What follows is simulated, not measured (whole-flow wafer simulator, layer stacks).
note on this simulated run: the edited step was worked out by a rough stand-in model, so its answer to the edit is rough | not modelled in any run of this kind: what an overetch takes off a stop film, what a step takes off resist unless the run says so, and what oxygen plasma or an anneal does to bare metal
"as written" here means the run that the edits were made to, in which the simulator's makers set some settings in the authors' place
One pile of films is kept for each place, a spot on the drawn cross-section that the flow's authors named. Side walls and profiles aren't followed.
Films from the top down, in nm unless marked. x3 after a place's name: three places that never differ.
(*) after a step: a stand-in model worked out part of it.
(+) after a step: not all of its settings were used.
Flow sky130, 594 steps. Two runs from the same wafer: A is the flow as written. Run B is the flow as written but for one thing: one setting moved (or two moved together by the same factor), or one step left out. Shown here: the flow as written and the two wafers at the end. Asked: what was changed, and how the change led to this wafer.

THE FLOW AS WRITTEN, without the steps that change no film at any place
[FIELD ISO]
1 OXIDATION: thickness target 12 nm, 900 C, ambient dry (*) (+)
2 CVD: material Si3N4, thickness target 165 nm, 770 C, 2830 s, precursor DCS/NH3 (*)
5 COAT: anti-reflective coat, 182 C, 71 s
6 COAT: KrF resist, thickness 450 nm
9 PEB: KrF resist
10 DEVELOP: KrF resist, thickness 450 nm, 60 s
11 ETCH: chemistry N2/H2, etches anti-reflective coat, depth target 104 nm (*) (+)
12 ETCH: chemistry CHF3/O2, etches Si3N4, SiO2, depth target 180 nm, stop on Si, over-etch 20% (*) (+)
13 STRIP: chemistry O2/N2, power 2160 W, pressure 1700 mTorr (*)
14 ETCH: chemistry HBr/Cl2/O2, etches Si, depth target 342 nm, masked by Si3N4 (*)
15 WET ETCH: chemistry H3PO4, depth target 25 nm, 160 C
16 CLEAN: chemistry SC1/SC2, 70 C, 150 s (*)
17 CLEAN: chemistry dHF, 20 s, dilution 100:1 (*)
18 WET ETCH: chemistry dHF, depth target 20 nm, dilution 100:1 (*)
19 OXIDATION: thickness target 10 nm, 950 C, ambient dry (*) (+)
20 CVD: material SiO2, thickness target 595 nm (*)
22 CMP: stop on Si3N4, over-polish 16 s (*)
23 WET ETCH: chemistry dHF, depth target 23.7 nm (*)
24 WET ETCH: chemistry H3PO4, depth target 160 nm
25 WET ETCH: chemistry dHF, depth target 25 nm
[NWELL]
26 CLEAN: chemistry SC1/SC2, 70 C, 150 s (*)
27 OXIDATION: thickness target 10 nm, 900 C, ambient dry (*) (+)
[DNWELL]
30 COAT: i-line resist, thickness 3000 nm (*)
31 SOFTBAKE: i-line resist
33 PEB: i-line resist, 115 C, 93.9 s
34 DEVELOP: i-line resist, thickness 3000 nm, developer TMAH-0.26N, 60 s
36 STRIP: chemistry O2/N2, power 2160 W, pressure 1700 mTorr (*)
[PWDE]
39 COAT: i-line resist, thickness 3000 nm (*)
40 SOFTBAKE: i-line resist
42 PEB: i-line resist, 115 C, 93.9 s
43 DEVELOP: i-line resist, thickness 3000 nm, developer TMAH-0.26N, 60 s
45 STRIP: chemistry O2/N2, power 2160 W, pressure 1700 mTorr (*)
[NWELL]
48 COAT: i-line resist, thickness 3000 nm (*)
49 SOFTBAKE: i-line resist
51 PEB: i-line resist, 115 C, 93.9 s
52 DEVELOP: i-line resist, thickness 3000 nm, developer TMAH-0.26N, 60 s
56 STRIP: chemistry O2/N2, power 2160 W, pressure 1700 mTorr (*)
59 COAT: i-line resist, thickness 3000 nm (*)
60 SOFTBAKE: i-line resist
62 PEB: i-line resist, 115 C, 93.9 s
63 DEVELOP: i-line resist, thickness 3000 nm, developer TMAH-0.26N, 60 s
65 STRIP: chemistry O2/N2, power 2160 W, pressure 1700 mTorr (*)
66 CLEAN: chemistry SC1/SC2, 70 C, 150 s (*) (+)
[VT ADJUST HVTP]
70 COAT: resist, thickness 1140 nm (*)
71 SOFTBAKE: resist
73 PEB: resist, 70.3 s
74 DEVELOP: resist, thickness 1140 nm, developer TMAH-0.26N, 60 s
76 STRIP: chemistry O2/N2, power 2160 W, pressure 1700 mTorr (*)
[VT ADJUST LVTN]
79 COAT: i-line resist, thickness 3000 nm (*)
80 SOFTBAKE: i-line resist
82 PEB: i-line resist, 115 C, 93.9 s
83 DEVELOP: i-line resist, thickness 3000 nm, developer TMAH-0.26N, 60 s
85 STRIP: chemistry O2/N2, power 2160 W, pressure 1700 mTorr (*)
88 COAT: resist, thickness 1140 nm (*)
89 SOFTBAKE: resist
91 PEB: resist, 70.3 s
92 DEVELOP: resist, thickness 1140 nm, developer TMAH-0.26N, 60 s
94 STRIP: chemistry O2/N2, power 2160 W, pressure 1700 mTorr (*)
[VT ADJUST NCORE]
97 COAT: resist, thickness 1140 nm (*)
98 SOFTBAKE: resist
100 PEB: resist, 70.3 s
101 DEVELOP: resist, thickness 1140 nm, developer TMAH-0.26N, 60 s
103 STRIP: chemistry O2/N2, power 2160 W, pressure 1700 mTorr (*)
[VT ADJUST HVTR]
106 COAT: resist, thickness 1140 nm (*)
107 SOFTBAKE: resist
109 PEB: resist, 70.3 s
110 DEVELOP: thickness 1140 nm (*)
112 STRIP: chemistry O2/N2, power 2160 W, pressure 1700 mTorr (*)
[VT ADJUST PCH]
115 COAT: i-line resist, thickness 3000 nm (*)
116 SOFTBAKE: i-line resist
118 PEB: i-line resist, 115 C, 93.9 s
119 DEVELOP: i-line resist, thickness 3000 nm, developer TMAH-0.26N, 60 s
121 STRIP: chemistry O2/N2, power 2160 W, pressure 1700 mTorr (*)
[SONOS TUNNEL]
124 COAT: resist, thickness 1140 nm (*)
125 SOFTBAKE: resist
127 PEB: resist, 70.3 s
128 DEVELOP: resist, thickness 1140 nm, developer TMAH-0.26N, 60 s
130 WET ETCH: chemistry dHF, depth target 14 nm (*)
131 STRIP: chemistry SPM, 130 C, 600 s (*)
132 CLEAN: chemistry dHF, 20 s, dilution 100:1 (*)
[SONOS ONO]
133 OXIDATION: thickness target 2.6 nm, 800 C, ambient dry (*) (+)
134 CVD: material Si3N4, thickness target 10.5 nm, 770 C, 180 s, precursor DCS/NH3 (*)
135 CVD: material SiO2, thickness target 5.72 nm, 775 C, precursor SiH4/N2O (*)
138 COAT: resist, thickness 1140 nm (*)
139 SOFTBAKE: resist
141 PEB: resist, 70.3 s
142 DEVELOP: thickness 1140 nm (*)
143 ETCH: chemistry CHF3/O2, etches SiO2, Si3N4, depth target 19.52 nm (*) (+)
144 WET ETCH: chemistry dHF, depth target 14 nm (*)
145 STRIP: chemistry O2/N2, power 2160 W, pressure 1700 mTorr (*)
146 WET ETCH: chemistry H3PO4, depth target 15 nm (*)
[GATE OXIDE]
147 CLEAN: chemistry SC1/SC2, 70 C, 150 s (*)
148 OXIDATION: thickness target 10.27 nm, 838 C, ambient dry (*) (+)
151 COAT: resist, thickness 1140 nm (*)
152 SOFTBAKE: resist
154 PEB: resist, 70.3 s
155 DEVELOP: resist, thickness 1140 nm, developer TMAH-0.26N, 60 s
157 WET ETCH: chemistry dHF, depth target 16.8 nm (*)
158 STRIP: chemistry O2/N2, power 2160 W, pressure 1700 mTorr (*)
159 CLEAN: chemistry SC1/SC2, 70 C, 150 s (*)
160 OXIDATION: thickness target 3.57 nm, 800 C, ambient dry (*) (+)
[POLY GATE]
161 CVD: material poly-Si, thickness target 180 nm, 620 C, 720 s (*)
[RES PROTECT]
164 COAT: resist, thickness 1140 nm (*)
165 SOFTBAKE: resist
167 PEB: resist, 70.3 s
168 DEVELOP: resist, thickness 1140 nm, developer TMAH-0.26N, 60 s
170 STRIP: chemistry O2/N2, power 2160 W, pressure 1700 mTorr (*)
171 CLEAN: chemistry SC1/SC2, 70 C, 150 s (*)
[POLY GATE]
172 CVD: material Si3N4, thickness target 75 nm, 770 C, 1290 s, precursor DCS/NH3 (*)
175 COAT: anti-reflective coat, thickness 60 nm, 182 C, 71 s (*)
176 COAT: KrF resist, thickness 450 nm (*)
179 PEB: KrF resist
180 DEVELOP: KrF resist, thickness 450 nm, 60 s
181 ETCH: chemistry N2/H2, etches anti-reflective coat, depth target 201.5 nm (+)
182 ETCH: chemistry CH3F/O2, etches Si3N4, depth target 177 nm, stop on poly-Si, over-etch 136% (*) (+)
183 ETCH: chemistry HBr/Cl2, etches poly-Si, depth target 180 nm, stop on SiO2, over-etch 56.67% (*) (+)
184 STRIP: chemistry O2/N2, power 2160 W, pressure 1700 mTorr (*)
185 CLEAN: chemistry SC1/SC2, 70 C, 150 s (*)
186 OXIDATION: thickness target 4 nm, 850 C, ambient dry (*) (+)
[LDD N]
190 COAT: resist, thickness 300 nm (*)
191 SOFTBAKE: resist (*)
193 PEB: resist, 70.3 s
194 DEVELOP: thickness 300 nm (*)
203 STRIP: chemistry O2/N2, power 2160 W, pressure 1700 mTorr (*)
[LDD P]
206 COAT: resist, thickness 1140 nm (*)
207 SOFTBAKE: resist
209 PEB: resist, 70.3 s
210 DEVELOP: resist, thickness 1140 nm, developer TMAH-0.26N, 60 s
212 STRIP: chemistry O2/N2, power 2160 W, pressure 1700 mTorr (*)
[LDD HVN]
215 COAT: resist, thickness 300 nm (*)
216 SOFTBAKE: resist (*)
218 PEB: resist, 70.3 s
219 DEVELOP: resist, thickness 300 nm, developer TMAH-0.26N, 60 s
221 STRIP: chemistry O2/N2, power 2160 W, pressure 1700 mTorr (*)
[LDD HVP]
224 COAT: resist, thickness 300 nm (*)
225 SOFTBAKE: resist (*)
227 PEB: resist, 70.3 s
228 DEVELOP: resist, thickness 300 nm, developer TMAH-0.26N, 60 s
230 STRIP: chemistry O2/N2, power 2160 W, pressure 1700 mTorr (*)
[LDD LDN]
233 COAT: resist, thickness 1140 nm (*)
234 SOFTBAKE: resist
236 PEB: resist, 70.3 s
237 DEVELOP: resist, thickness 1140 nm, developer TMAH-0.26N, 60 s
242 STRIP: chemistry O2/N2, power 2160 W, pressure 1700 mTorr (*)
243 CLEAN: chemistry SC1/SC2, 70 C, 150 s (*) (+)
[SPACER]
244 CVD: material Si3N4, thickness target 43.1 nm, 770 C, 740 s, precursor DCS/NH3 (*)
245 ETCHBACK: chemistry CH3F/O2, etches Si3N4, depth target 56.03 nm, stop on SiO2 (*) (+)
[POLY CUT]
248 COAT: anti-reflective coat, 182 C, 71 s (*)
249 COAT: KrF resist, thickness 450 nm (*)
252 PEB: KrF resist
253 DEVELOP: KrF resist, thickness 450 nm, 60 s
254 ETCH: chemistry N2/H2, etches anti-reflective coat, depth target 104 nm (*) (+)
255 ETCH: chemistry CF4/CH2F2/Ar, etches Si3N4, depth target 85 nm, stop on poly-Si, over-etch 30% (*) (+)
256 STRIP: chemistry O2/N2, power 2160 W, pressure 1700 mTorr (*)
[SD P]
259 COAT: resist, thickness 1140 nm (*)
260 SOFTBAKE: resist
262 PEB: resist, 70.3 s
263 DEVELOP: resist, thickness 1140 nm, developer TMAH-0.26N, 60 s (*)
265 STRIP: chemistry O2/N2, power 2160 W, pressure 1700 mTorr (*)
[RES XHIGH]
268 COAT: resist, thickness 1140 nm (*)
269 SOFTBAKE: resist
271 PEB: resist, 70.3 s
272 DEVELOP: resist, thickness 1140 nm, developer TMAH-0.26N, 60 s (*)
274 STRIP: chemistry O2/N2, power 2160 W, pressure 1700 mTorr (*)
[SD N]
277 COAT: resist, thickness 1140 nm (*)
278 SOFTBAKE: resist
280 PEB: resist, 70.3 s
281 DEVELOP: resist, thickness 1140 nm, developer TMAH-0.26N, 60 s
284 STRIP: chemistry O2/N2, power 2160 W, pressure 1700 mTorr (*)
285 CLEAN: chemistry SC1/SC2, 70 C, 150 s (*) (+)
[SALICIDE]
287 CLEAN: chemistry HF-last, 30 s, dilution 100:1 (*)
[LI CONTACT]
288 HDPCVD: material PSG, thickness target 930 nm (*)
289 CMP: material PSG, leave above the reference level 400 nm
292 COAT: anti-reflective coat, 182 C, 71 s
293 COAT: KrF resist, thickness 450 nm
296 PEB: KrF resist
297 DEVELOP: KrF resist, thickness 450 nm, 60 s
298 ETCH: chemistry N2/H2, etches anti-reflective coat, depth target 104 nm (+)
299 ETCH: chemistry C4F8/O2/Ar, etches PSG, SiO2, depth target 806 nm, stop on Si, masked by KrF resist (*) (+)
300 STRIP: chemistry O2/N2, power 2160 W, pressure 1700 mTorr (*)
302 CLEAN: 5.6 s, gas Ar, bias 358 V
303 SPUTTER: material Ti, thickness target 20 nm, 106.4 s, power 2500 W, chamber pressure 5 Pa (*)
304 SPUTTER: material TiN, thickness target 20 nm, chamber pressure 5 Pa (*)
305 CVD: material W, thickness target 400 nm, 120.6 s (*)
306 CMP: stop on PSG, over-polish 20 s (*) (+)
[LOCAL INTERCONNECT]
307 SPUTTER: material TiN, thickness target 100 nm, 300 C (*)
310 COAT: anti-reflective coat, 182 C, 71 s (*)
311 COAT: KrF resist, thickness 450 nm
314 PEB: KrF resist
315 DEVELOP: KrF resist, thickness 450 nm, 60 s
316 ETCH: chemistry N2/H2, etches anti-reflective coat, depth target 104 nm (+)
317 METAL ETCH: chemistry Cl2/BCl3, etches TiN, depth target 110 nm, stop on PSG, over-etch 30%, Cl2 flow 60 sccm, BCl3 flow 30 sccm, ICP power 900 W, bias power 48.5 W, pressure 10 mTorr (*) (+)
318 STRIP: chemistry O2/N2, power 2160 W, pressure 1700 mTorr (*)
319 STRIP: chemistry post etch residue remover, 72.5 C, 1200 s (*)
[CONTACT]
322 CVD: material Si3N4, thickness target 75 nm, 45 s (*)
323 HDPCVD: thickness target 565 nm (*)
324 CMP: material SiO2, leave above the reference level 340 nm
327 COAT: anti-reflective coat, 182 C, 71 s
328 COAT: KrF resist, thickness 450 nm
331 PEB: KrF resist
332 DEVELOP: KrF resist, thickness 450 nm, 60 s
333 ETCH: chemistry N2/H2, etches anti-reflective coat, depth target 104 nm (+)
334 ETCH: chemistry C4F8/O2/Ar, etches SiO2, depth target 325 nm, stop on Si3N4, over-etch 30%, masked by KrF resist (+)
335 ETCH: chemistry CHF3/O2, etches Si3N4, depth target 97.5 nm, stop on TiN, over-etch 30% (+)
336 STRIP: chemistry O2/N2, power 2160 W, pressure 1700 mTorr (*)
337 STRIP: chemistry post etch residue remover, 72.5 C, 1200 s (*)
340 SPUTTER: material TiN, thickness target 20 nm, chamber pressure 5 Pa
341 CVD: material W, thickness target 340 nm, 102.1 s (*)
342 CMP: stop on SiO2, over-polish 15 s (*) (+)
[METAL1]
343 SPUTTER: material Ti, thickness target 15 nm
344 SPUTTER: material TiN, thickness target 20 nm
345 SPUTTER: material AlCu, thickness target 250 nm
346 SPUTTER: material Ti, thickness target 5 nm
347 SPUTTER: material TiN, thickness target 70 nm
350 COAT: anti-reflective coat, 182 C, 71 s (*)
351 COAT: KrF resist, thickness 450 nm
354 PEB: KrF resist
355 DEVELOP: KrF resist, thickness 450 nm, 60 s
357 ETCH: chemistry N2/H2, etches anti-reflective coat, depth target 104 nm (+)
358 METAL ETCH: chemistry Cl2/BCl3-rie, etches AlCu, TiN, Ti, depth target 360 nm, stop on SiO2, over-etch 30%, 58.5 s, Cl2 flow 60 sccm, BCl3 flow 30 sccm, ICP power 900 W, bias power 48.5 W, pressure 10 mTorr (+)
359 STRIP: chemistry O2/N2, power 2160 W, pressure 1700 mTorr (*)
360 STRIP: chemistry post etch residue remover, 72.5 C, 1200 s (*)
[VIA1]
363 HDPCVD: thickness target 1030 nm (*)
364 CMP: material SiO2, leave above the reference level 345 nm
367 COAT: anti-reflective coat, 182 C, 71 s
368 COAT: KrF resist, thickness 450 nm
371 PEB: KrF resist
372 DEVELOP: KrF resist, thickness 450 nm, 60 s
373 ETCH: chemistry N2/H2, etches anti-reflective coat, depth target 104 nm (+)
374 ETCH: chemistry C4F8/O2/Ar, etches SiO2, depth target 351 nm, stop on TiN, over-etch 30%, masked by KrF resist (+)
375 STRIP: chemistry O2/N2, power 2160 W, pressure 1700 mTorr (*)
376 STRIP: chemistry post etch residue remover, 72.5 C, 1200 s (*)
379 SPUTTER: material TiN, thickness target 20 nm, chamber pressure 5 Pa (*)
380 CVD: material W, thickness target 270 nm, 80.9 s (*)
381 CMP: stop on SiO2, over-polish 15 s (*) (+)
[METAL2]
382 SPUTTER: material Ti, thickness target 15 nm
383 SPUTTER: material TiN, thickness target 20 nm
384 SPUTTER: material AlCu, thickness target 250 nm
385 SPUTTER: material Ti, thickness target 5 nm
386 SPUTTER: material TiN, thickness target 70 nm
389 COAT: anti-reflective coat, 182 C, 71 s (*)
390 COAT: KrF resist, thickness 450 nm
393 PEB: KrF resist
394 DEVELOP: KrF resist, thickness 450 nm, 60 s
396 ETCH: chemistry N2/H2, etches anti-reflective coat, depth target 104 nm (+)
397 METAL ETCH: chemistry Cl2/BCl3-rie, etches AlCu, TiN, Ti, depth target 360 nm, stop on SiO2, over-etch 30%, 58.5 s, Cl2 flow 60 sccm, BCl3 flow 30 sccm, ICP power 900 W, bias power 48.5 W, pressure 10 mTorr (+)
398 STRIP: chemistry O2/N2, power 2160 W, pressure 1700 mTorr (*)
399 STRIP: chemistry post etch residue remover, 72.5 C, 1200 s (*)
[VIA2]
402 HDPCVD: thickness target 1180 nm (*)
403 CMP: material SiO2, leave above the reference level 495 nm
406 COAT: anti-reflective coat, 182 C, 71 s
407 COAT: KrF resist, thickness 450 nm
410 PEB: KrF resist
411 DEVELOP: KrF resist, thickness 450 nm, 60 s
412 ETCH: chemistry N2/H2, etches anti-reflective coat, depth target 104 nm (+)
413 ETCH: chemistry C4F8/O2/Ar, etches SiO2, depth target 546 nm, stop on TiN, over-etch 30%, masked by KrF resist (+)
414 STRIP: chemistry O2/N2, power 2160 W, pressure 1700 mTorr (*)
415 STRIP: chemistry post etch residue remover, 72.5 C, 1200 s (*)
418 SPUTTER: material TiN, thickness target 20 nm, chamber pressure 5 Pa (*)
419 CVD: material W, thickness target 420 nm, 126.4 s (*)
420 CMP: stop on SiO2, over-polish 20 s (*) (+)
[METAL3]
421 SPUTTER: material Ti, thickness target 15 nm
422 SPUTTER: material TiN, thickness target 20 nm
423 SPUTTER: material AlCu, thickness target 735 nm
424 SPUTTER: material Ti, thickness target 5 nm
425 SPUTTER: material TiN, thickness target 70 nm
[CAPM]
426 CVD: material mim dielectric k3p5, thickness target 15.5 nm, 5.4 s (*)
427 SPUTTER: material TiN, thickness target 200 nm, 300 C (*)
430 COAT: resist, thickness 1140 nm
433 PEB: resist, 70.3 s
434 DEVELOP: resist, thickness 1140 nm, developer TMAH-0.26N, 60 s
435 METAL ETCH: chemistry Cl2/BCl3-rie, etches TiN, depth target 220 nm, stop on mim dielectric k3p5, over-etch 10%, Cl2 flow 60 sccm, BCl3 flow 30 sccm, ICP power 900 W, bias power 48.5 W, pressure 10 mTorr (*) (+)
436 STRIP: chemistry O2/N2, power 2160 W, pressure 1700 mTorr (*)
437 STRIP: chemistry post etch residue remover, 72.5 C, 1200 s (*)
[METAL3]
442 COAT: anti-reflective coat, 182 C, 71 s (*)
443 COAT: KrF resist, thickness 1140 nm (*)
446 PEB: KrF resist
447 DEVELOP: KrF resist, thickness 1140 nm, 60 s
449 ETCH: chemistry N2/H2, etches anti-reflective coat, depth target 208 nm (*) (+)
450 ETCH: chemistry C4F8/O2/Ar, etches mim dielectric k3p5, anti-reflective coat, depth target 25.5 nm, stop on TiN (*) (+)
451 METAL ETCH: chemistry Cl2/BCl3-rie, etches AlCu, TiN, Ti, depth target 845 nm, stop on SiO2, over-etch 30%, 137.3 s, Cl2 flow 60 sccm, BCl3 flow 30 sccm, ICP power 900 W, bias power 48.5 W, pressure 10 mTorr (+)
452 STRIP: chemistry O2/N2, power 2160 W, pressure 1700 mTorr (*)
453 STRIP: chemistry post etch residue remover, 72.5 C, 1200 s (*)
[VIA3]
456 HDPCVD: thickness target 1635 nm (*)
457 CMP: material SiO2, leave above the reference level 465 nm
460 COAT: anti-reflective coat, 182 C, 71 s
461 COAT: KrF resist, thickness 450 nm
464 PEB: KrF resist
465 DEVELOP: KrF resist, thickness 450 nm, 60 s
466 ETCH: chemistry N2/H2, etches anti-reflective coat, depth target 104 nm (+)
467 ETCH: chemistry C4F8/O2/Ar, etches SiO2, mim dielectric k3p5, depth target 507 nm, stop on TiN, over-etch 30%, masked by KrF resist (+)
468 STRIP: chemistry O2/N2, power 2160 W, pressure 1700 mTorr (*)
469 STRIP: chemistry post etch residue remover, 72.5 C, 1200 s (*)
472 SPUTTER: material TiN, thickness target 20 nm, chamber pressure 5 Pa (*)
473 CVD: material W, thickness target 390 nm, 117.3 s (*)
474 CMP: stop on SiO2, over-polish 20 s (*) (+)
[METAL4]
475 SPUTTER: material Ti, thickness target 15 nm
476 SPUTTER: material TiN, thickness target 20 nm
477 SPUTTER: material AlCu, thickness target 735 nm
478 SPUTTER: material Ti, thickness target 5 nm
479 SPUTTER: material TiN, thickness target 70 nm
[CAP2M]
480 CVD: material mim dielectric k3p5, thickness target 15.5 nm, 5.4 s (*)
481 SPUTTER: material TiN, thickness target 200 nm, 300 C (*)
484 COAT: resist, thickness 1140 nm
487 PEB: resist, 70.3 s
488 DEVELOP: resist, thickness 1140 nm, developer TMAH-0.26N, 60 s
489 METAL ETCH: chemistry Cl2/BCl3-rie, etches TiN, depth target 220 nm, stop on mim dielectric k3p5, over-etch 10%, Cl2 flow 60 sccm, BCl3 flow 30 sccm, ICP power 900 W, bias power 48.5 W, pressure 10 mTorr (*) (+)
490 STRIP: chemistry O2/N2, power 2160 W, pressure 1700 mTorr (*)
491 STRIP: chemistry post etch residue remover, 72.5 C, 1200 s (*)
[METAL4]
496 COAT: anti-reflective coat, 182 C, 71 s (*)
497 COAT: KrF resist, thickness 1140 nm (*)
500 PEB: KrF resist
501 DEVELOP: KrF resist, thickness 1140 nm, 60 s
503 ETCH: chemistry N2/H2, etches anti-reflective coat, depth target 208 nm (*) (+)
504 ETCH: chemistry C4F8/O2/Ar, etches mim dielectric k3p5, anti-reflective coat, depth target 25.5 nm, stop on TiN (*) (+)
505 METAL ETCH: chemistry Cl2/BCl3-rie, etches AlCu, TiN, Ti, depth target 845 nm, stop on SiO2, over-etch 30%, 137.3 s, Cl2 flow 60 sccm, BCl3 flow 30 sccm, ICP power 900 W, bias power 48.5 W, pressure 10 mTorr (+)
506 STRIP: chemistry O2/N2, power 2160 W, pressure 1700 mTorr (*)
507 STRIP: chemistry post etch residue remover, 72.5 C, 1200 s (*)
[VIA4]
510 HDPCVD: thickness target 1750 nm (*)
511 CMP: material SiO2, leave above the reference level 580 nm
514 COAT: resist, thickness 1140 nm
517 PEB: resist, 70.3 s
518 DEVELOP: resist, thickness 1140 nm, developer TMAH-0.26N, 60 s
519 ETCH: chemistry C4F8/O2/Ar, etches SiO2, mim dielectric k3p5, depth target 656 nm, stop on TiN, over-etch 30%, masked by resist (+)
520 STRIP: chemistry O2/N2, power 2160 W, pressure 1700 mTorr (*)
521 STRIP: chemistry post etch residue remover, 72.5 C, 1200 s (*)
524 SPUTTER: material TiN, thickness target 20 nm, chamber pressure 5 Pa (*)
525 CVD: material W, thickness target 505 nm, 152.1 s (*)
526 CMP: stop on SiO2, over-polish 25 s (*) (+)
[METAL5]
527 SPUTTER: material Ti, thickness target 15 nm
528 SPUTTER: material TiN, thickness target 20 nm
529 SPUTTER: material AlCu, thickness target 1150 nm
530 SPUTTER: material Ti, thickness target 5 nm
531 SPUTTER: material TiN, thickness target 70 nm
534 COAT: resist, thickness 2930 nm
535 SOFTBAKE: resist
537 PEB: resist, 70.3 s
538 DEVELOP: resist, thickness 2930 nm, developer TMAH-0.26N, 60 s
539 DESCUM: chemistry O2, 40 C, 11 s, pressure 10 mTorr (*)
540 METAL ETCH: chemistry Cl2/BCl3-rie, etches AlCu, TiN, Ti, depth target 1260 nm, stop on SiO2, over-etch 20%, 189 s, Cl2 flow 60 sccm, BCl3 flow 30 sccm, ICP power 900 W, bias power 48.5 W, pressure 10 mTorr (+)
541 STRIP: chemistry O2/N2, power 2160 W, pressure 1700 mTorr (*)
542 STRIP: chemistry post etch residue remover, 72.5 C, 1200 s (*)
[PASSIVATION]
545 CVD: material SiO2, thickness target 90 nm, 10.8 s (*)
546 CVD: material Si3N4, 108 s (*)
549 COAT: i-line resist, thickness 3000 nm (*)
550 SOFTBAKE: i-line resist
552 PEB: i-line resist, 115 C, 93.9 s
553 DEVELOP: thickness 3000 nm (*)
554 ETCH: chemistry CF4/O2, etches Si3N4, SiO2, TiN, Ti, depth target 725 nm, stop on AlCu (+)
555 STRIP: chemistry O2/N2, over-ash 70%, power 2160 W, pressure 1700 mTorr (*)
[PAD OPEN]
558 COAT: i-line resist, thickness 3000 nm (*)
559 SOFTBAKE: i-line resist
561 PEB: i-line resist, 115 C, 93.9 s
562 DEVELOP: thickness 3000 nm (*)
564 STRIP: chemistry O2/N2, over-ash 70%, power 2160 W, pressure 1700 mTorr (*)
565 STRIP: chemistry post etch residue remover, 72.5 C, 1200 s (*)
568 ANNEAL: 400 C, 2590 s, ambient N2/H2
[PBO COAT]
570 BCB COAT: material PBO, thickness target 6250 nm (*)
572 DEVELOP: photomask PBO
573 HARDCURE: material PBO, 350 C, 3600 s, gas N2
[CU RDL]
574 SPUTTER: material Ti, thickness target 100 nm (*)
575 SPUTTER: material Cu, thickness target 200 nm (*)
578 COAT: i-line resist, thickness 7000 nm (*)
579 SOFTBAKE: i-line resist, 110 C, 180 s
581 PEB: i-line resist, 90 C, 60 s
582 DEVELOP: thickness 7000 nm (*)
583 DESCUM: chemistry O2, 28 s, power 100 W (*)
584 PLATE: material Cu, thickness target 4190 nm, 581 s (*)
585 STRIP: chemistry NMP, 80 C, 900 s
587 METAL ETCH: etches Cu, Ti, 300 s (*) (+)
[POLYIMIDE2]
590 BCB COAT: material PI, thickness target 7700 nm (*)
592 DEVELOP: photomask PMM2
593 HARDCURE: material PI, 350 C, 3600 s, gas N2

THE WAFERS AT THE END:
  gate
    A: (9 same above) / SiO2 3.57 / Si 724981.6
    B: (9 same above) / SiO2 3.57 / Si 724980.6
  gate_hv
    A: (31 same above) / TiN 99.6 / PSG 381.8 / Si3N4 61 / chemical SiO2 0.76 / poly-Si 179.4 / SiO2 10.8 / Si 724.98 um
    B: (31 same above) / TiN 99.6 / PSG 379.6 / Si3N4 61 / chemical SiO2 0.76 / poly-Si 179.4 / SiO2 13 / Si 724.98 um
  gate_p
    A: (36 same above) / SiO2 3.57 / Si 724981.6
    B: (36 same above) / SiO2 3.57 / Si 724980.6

The cause: step 148, OXIDATION: thickness target 12.58 nm was run, where the flow has thickness target 10.27 nm.

How the change led to this, step by step:
  148 OXIDATION: thickness target 10.27 nm, 838 C, ambient dry (*) (+)
      active, n_well, p_well and 98 more: A SiO2 +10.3 (new film), chemical SiO2 -0.76 (all of it), Si -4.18 | B SiO2 +12.6 (new film), chemical SiO2 -0.76 (all of it), Si -5.2
  152 SOFTBAKE: resist
      nw_fld: A resist -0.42 | B resist +1.18
      field: A resist -0.67 | B resist -0.04
      (and at 2 more places)
  157 WET ETCH: chemistry dHF, depth target 16.8 nm (*)
      active, n_well, p_well and 58 more: A SiO2 -10.3 (all of it) | B SiO2 -12.6 (all of it)
  248 COAT: anti-reflective coat, 182 C, 71 s (*)
      m1: A anti-reflective coat +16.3 (new film) | B anti-reflective coat +15.5 (new film)
      gate_p_hv: A anti-reflective coat +15.8 (new film) | B anti-reflective coat +14.8 (new film)
      (and at 1 more place)
  256 STRIP: chemistry O2/N2, power 2160 W, pressure 1700 mTorr (*)
      m1: A KrF resist -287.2 (all of it), anti-reflective coat -16.3 (all of it) | B KrF resist -286.8 (all of it), anti-reflective coat -15.5 (all of it)
      gate_p_hv: A KrF resist -328.9 (all of it), anti-reflective coat -15.8 (all of it) | B KrF resist -328.9 (all of it), anti-reflective coat -14.8 (all of it)
      (and at 1 more place)
  306 CMP: stop on PSG, over-polish 20 s (*) (+)
      poly_licon: A W -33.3 | B W -34.5
